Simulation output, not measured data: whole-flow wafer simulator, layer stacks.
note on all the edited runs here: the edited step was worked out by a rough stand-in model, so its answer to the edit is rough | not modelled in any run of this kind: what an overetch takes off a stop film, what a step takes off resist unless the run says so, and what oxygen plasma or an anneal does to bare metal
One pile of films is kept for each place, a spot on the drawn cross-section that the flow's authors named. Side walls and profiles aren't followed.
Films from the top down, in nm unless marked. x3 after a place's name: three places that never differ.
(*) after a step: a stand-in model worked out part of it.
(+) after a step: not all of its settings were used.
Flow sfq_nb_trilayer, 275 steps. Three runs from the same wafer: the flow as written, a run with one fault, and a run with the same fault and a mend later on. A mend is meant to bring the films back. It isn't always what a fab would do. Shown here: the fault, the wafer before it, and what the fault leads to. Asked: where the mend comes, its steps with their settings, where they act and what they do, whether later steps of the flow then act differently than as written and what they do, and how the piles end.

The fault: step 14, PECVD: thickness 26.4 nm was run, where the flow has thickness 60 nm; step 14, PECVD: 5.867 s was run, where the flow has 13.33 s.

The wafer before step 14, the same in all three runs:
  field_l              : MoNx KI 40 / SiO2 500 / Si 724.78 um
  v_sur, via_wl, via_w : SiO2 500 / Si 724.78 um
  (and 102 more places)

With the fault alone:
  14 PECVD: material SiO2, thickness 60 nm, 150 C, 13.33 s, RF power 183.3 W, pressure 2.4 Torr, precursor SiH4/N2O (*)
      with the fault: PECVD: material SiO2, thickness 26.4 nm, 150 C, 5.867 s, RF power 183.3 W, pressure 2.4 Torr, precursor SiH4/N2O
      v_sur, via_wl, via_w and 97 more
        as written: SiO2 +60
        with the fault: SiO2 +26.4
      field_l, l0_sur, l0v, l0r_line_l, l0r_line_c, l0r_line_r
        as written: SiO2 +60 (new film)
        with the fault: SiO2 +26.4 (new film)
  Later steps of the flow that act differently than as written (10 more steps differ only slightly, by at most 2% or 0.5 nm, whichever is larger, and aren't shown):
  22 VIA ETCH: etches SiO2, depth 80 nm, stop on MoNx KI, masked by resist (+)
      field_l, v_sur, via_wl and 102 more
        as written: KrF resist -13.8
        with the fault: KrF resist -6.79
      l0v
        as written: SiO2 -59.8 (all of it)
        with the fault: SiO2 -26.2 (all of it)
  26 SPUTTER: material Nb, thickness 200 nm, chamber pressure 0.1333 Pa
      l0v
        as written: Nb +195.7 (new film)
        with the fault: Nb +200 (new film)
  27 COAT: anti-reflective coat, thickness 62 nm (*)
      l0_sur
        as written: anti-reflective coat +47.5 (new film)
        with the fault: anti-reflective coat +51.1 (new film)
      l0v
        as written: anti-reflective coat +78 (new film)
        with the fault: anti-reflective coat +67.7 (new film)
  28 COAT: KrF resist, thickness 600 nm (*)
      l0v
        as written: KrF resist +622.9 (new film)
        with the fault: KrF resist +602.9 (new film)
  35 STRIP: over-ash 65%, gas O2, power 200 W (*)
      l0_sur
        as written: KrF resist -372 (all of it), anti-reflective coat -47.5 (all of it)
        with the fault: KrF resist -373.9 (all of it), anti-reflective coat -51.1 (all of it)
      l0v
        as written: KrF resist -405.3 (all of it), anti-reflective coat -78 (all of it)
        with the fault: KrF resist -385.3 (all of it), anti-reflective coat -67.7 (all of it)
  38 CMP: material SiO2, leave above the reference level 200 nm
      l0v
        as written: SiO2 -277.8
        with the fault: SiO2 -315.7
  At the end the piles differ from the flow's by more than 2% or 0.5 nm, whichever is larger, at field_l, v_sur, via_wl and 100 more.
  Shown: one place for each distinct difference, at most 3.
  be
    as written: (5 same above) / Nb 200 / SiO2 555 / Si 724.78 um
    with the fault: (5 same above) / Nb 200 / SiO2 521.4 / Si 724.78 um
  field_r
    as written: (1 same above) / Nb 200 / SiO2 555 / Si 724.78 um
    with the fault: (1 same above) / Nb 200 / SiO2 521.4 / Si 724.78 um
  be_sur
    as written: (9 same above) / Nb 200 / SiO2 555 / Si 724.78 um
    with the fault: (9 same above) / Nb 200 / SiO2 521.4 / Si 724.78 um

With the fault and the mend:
  The mend comes after step 14.
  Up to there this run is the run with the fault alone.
  14a PECVD: material SiO2, thickness 33.6 nm, 150 C, 7.467 s, RF power 183.3 W, pressure 2.4 Torr, precursor SiH4/N2O (the flow's step 14 once more, with other settings)
      field_l, v_sur, via_wl and 103 more
        SiO2 +33.6
  No later step of the flow acts differently than as written, at any place that is followed, by more than 2% or 0.5 nm, whichever is larger.
  At the end the piles are the same as the flow's at every place that both follow.
